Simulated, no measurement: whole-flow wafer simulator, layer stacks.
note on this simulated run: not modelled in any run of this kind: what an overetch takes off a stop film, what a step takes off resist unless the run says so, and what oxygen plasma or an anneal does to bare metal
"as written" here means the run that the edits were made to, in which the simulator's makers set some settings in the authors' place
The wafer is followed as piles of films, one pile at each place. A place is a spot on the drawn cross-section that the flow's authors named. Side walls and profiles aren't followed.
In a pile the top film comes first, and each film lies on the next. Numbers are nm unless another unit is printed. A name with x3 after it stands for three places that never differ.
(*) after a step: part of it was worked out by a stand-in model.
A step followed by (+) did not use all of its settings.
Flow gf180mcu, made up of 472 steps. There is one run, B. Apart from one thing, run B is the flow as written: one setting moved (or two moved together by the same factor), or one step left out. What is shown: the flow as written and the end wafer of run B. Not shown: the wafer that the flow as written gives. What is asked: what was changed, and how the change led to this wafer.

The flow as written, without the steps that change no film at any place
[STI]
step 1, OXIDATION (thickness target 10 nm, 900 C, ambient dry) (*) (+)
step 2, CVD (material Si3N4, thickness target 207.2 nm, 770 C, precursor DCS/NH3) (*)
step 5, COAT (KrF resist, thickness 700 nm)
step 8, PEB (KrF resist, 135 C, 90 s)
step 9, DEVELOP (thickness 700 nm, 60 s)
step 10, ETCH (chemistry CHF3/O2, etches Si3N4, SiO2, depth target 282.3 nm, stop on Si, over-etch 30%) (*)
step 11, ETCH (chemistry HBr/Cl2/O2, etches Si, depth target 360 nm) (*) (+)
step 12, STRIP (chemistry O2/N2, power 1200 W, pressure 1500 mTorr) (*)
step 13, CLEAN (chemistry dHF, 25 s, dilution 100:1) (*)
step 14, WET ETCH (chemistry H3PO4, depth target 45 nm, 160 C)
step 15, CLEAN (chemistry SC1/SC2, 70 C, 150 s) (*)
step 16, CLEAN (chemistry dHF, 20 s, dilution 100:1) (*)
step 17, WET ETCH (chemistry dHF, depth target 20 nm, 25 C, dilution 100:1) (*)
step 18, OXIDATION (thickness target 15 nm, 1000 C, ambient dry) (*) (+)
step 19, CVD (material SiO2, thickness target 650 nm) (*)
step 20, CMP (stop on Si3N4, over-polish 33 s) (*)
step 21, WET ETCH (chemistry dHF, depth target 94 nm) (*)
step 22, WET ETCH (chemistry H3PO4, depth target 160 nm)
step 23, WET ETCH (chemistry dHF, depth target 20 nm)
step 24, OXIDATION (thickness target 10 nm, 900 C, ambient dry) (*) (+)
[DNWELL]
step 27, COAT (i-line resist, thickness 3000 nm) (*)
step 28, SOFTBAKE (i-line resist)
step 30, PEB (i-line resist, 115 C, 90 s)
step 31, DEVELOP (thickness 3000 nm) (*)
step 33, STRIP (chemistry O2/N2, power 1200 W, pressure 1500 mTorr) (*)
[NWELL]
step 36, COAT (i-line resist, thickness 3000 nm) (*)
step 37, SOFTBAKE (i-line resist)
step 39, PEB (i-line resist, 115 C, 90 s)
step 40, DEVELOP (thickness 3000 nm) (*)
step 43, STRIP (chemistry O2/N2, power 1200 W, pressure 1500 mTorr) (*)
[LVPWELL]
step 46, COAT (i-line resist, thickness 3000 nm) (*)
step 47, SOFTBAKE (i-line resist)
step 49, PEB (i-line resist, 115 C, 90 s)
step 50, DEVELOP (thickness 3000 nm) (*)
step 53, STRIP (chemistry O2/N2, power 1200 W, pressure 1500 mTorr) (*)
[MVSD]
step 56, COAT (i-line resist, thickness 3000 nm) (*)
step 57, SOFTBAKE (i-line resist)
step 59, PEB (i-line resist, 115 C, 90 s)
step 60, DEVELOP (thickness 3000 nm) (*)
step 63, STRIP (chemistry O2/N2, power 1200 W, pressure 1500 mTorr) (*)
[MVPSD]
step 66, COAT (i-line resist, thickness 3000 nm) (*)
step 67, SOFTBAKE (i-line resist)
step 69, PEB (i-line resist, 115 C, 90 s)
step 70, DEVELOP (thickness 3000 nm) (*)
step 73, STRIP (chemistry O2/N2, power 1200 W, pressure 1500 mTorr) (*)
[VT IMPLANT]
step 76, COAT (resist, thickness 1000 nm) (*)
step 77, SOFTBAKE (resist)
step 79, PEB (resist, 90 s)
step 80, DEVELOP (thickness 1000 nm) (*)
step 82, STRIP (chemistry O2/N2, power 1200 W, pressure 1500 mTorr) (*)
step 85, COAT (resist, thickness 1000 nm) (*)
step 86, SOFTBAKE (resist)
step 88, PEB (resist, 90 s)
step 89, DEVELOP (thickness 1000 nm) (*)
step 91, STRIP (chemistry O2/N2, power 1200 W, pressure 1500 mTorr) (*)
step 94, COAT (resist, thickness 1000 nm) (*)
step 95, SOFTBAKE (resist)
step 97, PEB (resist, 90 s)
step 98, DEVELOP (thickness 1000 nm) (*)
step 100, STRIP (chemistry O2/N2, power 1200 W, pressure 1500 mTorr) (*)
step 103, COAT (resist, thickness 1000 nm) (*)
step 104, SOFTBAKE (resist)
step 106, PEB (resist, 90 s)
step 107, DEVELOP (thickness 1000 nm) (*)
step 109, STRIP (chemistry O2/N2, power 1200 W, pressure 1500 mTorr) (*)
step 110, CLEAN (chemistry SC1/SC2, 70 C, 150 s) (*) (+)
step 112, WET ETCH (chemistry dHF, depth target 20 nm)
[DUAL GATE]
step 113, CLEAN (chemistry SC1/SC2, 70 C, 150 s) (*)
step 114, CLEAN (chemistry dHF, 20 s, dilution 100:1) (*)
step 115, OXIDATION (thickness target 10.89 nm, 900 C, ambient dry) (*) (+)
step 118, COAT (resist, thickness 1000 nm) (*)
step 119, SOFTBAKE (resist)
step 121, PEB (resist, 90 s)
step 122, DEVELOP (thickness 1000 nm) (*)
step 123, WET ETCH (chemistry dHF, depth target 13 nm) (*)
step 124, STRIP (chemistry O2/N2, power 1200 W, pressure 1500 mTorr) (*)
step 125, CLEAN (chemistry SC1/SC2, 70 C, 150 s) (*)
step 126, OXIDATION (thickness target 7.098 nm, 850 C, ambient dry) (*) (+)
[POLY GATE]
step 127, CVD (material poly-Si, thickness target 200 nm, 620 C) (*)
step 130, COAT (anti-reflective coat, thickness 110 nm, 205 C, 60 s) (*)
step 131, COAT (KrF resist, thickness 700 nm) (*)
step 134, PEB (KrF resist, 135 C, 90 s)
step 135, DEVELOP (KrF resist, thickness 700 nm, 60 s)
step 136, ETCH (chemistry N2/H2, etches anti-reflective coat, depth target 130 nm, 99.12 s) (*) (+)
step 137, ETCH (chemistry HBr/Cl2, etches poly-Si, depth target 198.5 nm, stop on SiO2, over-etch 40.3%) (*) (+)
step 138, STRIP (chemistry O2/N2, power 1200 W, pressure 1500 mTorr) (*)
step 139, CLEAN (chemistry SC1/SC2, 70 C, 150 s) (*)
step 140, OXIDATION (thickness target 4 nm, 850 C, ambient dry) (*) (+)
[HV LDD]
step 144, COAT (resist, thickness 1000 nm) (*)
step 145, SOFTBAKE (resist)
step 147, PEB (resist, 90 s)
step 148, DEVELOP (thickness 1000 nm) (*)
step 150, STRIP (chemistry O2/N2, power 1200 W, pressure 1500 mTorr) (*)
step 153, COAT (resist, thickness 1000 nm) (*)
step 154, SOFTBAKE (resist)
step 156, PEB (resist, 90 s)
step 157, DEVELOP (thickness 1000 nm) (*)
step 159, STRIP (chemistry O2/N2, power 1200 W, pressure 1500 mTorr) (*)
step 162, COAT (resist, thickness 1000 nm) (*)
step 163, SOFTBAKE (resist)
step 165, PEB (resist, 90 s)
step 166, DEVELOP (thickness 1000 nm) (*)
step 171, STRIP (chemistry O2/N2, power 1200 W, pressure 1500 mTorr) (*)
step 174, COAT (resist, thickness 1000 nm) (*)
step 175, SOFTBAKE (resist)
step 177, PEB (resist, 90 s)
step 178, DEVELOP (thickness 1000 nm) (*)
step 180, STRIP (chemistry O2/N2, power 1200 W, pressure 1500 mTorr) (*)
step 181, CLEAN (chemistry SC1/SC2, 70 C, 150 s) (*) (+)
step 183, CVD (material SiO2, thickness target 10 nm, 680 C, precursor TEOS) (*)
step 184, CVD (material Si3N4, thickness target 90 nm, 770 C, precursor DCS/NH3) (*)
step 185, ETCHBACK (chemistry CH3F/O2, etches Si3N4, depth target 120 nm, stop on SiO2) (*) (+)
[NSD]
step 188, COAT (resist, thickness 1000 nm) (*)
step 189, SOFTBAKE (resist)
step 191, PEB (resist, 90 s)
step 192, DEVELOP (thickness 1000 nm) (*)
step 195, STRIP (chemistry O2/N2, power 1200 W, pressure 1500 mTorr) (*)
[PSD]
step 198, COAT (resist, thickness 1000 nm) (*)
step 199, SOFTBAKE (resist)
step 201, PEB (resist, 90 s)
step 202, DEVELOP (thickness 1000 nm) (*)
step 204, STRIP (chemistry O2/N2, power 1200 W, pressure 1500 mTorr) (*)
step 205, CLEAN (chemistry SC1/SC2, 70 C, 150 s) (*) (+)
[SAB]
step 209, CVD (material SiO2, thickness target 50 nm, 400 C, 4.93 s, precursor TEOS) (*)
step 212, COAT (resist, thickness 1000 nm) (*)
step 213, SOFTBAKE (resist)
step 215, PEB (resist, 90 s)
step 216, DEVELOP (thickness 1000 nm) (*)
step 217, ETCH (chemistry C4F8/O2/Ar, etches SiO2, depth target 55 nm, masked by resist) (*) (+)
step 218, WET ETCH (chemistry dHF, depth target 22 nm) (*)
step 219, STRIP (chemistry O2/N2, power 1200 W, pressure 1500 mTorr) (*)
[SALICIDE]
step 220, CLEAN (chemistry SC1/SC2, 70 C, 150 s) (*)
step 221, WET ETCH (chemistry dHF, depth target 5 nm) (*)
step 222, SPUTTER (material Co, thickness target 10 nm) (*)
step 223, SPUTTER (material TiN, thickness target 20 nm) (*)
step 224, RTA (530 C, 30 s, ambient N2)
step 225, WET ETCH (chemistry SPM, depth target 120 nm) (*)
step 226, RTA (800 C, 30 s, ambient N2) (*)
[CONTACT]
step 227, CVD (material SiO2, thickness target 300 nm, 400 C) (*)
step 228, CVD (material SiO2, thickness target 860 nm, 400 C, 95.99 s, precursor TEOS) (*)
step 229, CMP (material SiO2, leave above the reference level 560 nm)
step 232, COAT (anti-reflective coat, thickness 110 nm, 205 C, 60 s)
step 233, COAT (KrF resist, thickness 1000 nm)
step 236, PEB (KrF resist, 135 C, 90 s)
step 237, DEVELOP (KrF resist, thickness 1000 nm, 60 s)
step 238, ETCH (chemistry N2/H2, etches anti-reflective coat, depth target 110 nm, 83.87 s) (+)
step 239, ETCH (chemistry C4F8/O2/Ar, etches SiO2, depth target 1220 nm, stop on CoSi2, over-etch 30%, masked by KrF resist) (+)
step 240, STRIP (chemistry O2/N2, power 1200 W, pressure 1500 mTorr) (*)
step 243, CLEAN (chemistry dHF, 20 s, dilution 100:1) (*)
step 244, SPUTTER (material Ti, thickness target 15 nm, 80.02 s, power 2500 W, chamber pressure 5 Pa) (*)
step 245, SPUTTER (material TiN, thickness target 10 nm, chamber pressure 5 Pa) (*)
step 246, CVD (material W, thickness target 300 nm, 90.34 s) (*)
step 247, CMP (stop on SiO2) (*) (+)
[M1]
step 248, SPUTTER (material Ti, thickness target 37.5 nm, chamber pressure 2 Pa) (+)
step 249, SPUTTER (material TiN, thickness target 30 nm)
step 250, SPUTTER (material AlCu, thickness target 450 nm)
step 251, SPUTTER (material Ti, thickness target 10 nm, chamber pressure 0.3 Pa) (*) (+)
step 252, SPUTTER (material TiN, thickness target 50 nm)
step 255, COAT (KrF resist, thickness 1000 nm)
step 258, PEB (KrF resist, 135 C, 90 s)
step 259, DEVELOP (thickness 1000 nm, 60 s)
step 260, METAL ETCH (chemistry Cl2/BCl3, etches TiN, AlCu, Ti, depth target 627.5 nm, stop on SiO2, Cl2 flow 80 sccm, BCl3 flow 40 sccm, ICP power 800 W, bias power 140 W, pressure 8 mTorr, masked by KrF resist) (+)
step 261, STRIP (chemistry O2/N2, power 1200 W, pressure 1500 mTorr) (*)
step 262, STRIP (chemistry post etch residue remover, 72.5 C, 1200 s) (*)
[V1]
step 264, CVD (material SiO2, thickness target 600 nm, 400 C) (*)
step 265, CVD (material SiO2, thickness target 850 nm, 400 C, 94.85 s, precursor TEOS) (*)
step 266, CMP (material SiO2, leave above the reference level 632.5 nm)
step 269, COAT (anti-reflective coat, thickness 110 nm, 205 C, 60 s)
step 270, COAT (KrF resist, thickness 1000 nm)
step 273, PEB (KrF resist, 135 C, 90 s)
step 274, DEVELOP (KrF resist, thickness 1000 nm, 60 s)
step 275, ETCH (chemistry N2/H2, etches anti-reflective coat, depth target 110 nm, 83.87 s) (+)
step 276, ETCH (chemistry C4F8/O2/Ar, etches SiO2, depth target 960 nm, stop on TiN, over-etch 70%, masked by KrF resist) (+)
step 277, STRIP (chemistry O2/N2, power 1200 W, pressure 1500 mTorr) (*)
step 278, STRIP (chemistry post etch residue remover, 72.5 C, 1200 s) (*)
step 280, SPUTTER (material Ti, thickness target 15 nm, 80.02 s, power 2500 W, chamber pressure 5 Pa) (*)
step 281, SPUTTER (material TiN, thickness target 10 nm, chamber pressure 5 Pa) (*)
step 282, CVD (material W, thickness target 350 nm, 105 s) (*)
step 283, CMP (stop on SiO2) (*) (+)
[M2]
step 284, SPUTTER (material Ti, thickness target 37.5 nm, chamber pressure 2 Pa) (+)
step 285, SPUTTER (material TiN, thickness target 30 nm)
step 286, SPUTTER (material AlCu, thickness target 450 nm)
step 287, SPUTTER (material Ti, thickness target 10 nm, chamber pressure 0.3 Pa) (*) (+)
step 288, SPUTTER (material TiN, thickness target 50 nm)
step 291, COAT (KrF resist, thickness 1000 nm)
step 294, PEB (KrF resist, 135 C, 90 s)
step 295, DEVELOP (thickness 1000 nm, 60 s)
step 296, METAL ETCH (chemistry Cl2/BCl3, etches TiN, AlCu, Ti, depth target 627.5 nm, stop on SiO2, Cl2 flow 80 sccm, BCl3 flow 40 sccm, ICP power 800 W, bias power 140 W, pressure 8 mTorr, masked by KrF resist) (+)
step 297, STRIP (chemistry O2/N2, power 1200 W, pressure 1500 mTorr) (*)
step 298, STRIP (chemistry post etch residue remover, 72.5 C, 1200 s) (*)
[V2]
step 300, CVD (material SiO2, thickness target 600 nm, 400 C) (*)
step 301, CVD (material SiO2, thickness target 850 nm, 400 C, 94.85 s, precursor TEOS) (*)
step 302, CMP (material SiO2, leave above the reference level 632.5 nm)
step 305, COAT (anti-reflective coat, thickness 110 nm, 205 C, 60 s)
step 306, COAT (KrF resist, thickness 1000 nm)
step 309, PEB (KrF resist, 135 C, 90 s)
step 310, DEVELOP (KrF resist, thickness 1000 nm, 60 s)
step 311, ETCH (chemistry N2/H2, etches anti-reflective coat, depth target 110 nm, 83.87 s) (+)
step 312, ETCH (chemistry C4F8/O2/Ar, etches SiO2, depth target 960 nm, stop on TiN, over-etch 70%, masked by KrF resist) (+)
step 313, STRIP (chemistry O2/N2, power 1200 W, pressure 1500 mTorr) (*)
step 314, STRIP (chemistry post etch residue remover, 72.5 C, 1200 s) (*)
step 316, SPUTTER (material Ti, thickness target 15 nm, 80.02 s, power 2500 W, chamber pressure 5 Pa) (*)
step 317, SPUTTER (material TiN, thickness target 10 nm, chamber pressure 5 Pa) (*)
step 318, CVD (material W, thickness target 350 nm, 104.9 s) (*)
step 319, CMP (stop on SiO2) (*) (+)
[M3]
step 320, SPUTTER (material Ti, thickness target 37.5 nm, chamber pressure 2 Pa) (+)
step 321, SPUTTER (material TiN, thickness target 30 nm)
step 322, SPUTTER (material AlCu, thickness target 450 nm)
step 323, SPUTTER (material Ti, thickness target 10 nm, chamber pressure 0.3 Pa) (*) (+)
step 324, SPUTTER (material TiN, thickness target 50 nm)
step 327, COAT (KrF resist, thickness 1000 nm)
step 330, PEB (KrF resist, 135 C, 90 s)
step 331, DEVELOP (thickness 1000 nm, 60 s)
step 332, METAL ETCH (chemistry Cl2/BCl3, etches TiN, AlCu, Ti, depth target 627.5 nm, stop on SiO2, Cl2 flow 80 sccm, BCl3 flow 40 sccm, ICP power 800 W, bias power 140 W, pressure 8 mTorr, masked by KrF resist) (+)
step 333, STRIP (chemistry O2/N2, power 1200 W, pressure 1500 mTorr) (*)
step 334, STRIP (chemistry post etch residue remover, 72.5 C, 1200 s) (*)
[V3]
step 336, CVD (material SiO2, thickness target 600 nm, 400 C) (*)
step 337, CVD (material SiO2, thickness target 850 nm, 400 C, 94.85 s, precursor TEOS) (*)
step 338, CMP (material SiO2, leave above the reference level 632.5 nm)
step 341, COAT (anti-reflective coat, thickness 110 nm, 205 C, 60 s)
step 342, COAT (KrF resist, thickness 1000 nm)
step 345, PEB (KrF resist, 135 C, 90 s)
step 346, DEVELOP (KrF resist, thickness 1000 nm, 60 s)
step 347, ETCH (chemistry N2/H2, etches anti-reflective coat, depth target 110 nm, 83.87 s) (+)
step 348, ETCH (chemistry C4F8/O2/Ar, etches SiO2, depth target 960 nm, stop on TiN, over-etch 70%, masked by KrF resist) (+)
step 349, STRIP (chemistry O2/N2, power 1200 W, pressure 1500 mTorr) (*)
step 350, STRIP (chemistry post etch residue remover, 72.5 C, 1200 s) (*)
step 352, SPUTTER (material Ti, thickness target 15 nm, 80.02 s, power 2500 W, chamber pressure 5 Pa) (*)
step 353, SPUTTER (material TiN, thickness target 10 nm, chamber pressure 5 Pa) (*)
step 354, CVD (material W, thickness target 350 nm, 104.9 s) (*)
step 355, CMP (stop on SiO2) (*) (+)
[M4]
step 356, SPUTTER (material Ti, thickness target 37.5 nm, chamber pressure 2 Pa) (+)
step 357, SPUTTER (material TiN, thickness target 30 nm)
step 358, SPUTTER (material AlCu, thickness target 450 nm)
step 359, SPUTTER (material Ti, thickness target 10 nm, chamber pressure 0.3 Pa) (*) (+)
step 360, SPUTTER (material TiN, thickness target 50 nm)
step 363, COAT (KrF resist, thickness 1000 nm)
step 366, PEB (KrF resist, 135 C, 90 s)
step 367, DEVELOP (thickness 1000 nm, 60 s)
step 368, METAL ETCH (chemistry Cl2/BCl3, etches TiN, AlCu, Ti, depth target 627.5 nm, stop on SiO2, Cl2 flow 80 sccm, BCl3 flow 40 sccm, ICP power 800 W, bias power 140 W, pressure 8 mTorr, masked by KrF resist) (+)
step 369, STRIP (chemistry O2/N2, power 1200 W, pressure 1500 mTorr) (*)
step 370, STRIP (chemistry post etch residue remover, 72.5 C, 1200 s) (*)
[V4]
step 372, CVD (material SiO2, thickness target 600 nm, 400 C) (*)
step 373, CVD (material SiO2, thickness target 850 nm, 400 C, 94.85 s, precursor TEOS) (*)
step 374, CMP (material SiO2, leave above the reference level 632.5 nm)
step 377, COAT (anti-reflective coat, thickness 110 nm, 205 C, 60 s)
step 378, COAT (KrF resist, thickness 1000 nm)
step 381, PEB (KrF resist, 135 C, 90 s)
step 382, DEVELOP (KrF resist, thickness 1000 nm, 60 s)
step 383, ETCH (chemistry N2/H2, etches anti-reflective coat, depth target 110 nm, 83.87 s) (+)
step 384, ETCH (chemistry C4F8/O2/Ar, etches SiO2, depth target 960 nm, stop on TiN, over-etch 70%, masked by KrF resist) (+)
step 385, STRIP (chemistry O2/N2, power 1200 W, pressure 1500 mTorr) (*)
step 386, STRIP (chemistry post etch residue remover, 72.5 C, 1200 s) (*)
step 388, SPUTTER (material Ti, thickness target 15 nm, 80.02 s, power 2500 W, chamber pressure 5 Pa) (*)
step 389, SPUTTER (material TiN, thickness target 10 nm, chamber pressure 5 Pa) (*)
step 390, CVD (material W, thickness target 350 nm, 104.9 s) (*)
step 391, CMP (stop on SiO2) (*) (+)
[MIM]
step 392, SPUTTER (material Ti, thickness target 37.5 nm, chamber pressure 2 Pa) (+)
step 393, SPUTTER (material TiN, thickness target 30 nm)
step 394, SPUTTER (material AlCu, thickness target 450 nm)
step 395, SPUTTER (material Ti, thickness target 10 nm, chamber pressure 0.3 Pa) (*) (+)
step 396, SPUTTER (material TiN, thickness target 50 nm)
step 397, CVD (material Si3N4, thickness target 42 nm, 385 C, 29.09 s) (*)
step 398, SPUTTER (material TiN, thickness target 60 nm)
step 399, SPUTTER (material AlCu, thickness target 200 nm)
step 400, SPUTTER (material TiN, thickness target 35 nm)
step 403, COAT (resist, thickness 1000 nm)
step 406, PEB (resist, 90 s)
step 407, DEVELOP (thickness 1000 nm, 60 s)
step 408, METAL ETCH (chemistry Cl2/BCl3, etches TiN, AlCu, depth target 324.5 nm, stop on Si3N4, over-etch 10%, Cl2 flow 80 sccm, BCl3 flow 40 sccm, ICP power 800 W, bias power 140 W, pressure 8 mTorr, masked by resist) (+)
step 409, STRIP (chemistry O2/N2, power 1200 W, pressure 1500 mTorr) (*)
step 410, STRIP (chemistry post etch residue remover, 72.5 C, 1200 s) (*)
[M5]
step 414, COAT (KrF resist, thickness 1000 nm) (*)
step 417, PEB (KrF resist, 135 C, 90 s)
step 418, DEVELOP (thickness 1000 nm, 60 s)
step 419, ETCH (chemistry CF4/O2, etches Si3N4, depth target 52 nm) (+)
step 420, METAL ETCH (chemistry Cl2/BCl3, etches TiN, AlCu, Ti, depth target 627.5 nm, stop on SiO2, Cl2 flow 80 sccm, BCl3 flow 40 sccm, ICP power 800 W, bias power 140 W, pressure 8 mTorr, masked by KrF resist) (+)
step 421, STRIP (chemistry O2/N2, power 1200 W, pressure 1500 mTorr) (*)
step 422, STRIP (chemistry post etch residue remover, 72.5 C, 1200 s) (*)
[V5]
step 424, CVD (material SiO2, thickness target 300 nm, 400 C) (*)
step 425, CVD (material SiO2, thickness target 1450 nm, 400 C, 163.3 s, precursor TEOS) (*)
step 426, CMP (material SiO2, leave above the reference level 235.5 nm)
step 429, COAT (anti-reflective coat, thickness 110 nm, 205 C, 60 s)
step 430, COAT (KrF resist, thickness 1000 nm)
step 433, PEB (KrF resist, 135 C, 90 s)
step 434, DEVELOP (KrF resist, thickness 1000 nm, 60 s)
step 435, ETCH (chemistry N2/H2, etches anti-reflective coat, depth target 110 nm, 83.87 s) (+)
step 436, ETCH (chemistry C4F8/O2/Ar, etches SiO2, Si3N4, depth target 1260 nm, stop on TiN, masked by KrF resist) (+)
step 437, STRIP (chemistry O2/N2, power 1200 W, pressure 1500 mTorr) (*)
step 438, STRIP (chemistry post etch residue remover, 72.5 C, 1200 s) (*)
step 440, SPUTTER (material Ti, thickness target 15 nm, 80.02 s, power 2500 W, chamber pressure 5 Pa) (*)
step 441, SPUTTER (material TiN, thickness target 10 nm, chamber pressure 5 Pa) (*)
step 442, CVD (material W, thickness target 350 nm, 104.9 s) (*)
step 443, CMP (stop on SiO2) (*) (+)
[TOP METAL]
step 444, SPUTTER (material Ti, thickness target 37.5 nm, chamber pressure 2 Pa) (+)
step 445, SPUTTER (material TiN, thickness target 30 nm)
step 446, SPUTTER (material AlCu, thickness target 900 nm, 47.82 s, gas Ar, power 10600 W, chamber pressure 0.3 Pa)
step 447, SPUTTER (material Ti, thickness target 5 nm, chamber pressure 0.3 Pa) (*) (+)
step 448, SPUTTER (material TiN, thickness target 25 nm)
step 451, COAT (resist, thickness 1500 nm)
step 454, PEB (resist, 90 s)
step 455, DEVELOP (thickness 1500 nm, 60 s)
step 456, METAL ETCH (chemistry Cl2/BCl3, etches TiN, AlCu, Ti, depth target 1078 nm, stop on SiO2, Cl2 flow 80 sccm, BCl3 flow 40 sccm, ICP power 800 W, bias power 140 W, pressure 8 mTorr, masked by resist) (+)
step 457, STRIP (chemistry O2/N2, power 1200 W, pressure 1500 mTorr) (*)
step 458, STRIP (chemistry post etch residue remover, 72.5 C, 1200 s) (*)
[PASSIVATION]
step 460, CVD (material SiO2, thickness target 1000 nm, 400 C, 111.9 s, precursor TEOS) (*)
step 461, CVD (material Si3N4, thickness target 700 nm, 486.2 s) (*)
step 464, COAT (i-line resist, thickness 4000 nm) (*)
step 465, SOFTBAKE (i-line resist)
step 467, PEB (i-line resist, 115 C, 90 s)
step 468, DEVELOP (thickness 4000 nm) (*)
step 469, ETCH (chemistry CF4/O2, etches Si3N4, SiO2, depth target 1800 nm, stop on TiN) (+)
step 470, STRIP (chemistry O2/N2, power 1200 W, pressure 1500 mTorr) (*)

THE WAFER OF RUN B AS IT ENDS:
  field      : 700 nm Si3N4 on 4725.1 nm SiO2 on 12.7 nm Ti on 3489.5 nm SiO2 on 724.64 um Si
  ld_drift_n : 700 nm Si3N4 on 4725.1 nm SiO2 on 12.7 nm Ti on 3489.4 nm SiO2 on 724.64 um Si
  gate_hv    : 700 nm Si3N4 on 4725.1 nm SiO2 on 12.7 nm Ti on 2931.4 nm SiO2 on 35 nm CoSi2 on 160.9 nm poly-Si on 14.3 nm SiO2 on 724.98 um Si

Cause: step 332, METAL ETCH: depth target 564.8 nm was run, while the flow as written has depth target 627.5 nm.

How this came from the change, step by step:
  step 332, METAL ETCH (chemistry Cl2/BCl3, etches TiN, AlCu, Ti, depth target 627.5 nm, stop on SiO2, Cl2 flow 80 sccm, BCl3 flow 40 sccm, ICP power 800 W, bias power 140 W, pressure 8 mTorr, masked by KrF resist) (+)
      field, field__w1, field__w2 and 103 more: TiN loses 50 (all of it), Ti loses 10 (all of it), AlCu loses 450 (all of it), TiN loses 30 (all of it), Ti loses 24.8 (in the flow as written it would be: TiN loses 50 (all of it), Ti loses 10 (all of it), AlCu loses 450 (all of it), TiN loses 30 (all of it), Ti loses 37.5 (all of it))
      field__w8, contact, m1, m1__w1, m1_nw: KrF resist loses 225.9 (in the flow as written it would be: KrF resist loses 251)
  step 333, STRIP (chemistry O2/N2, power 1200 W, pressure 1500 mTorr) (*)
      field__w8, contact, m1, m1__w1, m1_nw: KrF resist loses 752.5 (all of it) (in the flow as written it would be: KrF resist loses 727.4 (all of it))
  step 336, CVD (material SiO2, thickness target 600 nm, 400 C) (*)
      field, field__w1, field__w2 and 103 more: SiO2 gains 600 (new film) (in the flow as written it would be: SiO2 gains 600)
  step 338, CMP (material SiO2, leave above the reference level 632.5 nm)
      field, field__w1, field__w2 and 103 more: SiO2 loses 312.7 (in the flow as written it would be: SiO2 loses 300)
Taking metal films that touch as one body, field has 1 body; the flow as written gives 0 bodies.
Taking metal films that touch as one body, ld_drift_n has 1 body; the flow as written gives 0 bodies.
Taking metal films that touch as one body, gate_hv has 2 bodies (between them, from the top down: SiO2 2931.4); the flow as written gives 1 body.
